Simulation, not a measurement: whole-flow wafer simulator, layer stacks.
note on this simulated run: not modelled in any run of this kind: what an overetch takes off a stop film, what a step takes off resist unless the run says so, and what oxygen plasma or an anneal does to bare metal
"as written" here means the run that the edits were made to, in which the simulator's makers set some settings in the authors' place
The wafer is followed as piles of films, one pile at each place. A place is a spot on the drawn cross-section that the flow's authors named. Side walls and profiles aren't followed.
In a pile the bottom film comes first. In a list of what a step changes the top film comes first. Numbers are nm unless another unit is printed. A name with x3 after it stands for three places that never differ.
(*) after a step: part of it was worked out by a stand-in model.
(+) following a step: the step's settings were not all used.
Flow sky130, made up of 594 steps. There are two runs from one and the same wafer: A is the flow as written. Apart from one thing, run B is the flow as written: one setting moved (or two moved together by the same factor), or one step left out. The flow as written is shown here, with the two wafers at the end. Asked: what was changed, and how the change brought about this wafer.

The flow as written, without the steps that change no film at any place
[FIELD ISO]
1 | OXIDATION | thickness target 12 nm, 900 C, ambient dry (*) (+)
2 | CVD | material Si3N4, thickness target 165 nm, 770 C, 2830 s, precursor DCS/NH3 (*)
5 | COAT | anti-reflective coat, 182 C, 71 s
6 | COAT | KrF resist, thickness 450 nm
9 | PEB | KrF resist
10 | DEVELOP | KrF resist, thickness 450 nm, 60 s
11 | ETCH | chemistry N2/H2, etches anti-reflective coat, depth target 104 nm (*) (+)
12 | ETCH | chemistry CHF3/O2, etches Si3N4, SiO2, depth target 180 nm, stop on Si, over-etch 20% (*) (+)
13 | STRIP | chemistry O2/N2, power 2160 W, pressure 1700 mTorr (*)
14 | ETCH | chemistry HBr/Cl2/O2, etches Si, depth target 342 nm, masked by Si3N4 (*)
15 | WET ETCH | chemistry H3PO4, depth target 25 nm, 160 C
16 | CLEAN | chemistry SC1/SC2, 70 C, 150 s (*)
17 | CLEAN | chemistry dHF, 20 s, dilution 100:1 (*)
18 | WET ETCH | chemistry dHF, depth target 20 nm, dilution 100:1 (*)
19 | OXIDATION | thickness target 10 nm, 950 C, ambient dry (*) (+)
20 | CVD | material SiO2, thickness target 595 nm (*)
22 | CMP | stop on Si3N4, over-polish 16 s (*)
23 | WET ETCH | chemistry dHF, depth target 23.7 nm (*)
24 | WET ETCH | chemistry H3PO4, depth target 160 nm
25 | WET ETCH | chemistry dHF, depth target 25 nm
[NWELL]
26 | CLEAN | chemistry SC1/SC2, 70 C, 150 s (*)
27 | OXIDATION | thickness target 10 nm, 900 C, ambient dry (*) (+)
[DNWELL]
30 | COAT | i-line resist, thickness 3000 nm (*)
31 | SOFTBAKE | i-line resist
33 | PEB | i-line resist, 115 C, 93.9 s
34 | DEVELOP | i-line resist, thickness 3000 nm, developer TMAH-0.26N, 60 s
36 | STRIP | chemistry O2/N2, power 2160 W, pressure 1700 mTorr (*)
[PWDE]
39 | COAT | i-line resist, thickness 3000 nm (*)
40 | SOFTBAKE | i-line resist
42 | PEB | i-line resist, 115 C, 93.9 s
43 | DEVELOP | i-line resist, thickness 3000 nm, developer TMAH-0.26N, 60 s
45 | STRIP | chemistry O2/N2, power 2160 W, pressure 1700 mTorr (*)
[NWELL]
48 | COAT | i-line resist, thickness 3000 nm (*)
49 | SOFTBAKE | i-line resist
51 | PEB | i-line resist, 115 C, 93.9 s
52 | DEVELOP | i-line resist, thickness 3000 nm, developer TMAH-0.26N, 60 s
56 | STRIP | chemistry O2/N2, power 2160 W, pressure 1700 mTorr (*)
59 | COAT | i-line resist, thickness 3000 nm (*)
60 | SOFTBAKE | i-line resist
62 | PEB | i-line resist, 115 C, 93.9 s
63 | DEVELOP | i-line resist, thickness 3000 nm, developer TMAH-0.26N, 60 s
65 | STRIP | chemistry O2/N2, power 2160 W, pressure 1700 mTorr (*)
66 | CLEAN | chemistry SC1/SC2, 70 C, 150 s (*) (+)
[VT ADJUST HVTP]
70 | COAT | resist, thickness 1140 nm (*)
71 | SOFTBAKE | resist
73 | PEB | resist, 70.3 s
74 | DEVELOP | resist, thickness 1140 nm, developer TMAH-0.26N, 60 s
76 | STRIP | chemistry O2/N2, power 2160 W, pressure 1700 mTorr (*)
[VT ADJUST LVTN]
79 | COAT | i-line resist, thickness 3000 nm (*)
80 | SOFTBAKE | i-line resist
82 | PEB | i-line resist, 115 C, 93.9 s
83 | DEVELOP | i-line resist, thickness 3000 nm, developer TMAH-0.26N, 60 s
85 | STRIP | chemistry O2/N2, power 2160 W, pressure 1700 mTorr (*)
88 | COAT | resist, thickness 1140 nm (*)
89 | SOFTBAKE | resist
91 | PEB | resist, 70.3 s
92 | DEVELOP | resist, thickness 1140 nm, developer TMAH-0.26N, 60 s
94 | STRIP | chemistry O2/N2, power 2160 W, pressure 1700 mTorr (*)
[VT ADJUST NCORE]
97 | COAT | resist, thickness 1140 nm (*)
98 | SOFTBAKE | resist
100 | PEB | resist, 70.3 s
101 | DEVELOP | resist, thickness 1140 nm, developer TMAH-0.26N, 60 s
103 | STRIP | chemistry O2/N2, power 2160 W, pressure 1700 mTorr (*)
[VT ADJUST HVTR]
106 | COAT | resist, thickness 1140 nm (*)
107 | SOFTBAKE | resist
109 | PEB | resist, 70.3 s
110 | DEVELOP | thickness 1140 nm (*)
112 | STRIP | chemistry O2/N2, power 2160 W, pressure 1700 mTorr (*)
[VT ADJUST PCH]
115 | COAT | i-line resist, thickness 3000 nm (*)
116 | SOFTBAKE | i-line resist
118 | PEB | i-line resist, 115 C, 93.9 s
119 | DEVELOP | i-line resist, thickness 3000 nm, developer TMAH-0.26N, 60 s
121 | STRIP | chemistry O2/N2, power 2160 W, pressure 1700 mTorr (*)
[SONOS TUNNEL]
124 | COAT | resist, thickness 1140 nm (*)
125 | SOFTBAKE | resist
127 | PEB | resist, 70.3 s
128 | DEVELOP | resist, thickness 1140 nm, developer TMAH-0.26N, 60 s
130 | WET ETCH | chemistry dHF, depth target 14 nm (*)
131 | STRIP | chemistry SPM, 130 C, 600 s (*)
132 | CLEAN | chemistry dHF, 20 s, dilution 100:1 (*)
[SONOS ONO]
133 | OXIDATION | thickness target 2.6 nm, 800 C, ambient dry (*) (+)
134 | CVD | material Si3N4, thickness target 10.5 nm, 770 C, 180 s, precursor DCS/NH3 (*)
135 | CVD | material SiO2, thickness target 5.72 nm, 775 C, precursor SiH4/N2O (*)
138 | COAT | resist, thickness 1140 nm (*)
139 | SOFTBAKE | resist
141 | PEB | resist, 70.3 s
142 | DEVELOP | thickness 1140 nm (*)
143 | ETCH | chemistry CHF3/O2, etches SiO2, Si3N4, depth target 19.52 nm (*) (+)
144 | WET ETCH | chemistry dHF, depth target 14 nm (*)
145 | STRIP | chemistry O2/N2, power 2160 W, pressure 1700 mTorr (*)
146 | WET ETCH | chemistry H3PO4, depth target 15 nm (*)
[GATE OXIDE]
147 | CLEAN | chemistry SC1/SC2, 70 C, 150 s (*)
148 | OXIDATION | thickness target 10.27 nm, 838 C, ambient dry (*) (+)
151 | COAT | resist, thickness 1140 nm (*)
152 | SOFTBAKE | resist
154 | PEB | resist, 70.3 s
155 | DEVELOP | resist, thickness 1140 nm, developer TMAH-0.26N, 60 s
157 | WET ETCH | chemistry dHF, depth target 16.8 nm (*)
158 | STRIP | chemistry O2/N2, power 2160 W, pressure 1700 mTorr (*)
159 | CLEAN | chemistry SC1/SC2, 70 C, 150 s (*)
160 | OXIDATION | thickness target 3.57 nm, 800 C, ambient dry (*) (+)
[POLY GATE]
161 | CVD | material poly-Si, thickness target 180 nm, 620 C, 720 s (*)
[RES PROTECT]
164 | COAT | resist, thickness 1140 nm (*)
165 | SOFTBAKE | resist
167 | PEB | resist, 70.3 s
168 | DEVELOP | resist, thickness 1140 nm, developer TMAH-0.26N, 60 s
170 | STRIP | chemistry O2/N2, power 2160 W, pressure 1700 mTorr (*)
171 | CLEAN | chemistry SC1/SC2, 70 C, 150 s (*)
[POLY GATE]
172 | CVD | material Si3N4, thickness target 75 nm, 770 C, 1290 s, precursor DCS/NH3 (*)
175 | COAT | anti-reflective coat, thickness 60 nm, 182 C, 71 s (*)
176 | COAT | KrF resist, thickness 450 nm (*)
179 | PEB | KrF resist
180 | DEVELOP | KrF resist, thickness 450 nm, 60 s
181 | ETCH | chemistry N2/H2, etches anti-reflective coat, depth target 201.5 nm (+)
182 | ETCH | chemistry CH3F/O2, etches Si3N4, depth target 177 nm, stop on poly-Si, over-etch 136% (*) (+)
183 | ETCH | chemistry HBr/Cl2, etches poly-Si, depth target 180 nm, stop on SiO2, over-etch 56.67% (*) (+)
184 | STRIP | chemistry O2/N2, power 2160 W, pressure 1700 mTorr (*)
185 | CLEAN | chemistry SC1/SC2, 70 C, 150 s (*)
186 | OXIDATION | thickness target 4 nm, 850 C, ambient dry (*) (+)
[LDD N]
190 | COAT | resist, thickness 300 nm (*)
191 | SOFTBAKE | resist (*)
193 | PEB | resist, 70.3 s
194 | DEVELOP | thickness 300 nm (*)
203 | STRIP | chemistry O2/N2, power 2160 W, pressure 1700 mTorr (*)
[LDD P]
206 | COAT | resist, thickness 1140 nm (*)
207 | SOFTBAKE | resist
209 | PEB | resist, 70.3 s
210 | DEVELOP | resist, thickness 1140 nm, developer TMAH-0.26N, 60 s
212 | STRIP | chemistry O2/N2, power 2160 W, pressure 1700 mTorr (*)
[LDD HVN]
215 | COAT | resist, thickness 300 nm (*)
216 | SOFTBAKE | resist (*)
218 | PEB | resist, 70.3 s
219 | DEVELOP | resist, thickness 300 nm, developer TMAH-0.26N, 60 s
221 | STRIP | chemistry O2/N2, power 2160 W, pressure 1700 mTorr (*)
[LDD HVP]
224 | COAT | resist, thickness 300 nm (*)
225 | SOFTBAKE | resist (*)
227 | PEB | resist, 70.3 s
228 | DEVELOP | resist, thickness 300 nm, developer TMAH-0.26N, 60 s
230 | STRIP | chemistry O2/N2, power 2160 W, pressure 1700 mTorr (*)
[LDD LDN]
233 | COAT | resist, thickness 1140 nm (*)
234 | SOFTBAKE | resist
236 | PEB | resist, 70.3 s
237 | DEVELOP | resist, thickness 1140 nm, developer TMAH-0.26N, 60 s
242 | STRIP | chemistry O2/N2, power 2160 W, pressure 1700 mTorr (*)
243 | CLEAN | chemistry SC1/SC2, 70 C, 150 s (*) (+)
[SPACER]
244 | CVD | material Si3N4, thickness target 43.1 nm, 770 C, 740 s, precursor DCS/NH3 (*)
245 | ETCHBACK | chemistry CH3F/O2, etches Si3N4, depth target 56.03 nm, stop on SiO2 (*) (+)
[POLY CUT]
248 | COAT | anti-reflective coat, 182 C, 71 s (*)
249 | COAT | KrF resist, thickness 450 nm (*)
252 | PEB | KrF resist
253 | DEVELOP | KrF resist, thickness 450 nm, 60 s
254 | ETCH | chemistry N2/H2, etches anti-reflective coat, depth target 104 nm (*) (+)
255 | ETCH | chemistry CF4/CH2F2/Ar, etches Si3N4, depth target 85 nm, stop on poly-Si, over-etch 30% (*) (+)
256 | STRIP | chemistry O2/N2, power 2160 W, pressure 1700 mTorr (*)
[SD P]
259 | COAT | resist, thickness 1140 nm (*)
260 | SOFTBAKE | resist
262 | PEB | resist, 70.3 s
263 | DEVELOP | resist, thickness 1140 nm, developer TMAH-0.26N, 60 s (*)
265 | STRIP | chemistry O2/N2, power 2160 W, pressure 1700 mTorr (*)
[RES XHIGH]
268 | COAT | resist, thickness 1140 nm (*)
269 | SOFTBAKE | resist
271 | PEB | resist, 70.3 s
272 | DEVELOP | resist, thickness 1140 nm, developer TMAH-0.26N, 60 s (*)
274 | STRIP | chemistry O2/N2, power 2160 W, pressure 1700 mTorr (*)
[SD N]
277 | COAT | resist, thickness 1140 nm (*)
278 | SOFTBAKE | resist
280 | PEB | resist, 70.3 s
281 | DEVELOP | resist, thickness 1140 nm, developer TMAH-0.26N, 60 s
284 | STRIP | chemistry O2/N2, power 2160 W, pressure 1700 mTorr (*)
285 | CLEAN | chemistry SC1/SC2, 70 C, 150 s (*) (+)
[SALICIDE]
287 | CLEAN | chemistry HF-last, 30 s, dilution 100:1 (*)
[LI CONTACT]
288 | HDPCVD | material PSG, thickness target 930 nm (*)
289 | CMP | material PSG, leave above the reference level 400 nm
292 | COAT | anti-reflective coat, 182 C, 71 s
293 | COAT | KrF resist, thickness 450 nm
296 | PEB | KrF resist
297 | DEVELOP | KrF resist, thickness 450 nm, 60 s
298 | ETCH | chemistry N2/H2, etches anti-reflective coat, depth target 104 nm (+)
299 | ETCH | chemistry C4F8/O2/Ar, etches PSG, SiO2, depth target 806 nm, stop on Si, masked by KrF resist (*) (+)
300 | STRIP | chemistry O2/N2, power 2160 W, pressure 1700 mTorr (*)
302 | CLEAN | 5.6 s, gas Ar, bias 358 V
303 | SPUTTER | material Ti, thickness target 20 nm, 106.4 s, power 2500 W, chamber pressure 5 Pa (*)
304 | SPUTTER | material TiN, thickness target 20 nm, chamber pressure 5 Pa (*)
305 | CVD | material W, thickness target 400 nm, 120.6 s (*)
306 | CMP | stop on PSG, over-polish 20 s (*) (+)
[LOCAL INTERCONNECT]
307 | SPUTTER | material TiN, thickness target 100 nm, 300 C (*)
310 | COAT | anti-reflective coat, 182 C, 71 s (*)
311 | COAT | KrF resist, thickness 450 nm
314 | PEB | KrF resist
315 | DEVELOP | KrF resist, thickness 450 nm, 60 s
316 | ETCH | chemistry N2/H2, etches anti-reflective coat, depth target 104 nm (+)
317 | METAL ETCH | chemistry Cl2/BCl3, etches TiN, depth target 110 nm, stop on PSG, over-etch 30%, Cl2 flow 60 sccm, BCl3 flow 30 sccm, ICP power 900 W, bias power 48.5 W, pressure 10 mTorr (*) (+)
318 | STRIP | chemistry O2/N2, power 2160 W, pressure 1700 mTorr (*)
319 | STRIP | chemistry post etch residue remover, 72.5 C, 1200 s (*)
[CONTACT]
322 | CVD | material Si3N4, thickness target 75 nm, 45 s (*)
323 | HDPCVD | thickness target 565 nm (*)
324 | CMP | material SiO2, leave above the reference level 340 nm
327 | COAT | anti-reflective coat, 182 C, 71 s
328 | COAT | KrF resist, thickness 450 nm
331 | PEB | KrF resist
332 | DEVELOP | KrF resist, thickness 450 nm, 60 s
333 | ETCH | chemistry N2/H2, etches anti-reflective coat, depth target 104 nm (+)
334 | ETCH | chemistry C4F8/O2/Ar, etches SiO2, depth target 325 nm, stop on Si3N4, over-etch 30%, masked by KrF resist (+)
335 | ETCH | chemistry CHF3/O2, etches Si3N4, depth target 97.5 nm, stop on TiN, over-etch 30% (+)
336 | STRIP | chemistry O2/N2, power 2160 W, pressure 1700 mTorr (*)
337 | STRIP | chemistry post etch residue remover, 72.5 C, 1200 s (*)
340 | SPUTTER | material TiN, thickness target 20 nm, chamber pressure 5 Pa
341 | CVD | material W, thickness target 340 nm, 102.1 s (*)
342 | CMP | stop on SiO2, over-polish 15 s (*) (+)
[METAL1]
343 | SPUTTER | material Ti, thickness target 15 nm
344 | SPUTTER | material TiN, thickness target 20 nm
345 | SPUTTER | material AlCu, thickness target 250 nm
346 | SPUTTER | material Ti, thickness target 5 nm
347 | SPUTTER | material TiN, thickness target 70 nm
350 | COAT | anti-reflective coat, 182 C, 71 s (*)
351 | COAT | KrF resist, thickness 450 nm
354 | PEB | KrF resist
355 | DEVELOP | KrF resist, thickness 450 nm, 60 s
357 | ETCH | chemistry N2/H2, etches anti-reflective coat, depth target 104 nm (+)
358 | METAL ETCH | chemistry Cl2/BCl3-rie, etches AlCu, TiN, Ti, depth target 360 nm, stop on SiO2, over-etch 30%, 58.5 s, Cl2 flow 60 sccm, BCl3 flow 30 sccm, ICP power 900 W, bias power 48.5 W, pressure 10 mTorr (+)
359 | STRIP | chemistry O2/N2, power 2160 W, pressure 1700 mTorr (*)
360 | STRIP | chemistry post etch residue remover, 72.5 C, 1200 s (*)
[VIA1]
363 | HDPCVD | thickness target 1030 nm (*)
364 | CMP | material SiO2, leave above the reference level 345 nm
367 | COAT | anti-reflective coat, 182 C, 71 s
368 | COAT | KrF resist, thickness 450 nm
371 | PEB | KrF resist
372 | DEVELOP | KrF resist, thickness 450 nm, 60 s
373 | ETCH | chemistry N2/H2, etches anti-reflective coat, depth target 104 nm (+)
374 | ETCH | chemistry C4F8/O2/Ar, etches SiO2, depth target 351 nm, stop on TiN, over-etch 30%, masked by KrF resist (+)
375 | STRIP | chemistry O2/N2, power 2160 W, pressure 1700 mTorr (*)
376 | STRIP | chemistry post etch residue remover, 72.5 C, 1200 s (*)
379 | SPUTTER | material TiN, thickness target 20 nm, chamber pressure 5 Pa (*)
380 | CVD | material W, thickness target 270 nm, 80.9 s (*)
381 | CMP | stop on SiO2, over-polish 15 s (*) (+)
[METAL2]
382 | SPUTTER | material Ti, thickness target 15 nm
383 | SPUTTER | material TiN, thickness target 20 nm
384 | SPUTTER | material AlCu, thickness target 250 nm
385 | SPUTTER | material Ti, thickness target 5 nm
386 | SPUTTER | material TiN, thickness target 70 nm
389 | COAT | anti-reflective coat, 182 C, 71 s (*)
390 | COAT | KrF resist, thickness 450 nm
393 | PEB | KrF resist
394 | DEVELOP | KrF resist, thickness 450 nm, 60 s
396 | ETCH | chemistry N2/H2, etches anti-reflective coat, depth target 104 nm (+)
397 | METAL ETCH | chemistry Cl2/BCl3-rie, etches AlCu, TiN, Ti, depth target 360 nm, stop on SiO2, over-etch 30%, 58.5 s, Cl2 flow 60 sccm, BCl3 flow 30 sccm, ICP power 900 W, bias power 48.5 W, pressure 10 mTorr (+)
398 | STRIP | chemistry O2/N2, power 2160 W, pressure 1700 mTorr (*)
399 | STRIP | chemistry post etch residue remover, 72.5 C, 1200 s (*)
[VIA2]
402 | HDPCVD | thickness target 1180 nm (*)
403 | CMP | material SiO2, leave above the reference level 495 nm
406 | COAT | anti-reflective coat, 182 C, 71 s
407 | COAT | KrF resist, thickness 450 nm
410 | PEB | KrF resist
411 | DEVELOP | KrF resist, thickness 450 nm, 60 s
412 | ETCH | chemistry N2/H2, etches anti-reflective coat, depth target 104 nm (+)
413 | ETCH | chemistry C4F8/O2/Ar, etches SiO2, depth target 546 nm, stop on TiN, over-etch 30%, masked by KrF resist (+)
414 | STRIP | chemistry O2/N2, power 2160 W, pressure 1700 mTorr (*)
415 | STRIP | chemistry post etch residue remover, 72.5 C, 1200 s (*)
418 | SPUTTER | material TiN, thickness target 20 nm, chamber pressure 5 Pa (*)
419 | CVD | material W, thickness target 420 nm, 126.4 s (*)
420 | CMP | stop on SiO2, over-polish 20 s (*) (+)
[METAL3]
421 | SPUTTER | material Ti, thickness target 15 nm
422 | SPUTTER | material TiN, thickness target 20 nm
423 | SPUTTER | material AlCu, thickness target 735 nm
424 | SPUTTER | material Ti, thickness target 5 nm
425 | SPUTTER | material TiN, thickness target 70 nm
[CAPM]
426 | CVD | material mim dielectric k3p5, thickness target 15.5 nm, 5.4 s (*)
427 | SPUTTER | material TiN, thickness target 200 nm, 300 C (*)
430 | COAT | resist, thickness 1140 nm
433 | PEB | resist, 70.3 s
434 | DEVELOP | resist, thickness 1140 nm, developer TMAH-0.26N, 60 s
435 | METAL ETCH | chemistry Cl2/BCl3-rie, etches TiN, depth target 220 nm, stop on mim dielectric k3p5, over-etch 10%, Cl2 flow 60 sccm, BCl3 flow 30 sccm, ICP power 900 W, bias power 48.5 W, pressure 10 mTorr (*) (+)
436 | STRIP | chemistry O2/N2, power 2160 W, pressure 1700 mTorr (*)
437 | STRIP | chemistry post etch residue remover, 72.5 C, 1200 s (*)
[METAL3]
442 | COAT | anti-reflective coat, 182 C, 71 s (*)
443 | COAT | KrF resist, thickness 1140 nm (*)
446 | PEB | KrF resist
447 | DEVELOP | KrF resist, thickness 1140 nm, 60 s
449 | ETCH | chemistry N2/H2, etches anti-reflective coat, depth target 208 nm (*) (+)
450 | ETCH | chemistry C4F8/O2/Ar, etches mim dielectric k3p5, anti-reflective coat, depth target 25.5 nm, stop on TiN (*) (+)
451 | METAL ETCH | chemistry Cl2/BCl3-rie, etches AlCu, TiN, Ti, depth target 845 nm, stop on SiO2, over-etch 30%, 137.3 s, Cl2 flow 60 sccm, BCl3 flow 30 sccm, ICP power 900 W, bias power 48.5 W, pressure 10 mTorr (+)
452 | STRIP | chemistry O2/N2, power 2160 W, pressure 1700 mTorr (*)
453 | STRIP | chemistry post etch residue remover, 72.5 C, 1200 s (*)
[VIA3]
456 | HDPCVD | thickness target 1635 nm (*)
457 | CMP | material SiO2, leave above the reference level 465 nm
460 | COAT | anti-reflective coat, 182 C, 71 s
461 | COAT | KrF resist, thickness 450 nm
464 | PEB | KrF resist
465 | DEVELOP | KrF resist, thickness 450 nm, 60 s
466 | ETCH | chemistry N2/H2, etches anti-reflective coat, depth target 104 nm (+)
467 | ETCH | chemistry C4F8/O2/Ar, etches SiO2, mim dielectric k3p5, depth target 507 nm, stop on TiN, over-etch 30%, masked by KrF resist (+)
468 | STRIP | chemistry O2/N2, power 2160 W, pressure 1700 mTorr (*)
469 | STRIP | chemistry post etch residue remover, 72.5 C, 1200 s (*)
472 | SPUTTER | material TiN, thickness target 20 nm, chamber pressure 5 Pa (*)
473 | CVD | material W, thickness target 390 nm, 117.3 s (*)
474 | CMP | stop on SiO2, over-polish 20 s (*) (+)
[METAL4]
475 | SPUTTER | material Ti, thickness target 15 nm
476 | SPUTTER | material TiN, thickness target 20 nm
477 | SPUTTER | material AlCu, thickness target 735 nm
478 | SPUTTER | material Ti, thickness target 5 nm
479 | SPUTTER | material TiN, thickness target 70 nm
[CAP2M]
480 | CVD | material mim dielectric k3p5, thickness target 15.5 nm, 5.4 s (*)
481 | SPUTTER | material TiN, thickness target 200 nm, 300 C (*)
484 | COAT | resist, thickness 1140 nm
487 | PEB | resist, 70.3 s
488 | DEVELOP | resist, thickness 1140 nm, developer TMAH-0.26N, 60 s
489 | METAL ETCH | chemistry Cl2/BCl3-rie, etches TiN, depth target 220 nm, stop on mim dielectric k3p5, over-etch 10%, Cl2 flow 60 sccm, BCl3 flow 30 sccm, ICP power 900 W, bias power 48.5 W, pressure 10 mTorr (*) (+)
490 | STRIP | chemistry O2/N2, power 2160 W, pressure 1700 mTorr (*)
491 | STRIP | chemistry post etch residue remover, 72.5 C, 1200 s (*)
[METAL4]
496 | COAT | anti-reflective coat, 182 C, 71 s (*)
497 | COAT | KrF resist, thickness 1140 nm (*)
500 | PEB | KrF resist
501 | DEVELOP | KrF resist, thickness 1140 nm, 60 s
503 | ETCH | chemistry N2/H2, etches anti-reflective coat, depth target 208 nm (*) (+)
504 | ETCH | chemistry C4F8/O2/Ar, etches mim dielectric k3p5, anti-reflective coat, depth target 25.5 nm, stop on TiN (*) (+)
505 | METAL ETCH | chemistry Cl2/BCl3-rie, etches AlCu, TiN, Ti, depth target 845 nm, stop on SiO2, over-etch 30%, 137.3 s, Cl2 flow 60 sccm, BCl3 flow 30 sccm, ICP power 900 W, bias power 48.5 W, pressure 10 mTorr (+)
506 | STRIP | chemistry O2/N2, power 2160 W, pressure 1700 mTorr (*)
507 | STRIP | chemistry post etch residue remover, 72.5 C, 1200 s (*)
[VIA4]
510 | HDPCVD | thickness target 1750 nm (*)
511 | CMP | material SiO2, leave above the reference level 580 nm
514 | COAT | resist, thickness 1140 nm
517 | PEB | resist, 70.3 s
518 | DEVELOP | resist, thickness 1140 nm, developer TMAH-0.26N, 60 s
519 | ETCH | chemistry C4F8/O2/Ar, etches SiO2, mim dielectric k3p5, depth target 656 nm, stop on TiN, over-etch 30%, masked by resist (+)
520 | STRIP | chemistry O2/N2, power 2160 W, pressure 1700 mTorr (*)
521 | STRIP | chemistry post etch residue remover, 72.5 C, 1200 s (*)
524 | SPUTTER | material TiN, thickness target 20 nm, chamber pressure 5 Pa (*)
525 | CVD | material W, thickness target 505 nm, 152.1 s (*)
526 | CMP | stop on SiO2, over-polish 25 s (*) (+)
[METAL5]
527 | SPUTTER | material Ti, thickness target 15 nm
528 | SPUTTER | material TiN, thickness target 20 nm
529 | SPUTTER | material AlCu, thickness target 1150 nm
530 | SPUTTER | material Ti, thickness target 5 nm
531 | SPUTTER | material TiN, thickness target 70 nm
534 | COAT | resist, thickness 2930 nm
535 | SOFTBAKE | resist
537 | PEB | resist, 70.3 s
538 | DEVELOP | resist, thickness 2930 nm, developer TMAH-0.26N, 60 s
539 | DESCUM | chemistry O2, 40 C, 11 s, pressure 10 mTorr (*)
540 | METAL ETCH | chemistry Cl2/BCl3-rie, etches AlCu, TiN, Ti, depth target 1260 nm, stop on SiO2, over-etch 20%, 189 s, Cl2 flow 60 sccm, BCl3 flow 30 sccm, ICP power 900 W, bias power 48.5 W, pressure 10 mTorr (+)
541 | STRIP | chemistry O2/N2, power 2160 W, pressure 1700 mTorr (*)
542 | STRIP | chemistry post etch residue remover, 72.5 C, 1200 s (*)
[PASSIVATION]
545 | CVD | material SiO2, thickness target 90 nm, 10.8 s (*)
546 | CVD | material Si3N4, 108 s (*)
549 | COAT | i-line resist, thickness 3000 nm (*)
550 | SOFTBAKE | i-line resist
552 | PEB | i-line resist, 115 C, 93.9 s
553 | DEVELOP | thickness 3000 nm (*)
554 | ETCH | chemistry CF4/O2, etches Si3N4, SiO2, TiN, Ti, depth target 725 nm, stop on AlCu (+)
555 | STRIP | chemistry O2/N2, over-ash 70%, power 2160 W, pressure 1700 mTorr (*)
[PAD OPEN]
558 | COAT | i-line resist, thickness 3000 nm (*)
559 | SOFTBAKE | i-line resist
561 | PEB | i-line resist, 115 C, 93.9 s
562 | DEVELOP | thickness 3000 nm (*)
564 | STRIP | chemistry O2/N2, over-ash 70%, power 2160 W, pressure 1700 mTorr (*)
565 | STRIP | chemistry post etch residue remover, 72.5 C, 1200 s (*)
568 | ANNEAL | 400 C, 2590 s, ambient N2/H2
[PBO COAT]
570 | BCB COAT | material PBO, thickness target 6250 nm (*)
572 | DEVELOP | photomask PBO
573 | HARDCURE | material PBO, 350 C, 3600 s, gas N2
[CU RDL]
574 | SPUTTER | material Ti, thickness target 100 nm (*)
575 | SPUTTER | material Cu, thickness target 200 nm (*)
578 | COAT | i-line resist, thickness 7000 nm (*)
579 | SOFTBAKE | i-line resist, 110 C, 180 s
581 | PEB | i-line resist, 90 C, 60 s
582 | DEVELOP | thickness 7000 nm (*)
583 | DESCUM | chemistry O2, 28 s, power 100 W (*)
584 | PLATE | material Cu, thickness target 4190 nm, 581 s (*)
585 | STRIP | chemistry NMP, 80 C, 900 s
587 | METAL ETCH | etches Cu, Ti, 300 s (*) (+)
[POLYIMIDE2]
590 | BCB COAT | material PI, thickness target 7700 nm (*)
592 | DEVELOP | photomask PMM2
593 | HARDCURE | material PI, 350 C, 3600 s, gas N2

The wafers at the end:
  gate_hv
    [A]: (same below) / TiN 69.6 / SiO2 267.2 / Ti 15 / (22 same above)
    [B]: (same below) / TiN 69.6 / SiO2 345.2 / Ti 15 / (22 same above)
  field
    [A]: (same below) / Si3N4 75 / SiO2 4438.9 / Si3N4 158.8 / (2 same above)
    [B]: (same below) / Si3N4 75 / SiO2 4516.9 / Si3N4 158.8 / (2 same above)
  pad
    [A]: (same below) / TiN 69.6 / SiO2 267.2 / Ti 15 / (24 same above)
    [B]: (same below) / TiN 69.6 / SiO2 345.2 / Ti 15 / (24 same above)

The reason: step 364, CMP: leave above the reference level 423 nm was run, whereas the flow has leave above the reference level 345 nm.

How this came from the change, step by step:
  364 | CMP | material SiO2, leave above the reference level 345 nm
      n_well, p_well, gate_hv and 100 more: A -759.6 SiO2 | B -681.6 SiO2
      field, active, gate and 81 more: A -389.1 SiO2 | B -311.1 SiO2
      (as well as at 4 more places)
  374 | ETCH | chemistry C4F8/O2/Ar, etches SiO2, depth target 351 nm, stop on TiN, over-etch 30%, masked by KrF resist (+)
      m1, via1_hole: A -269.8 SiO2 (all of it) | B -347.8 SiO2 (all of it)
  379 | SPUTTER | material TiN, thickness target 20 nm, chamber pressure 5 Pa (*)
      m1: A +11 TiN | B +9.58 TiN
      via1_hole: A +10.9 TiN | B +9.57 TiN
  380 | CVD | material W, thickness target 270 nm, 80.9 s (*)
      m1, via1_hole: A +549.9 W (new film) | B +629.3 W (new film)
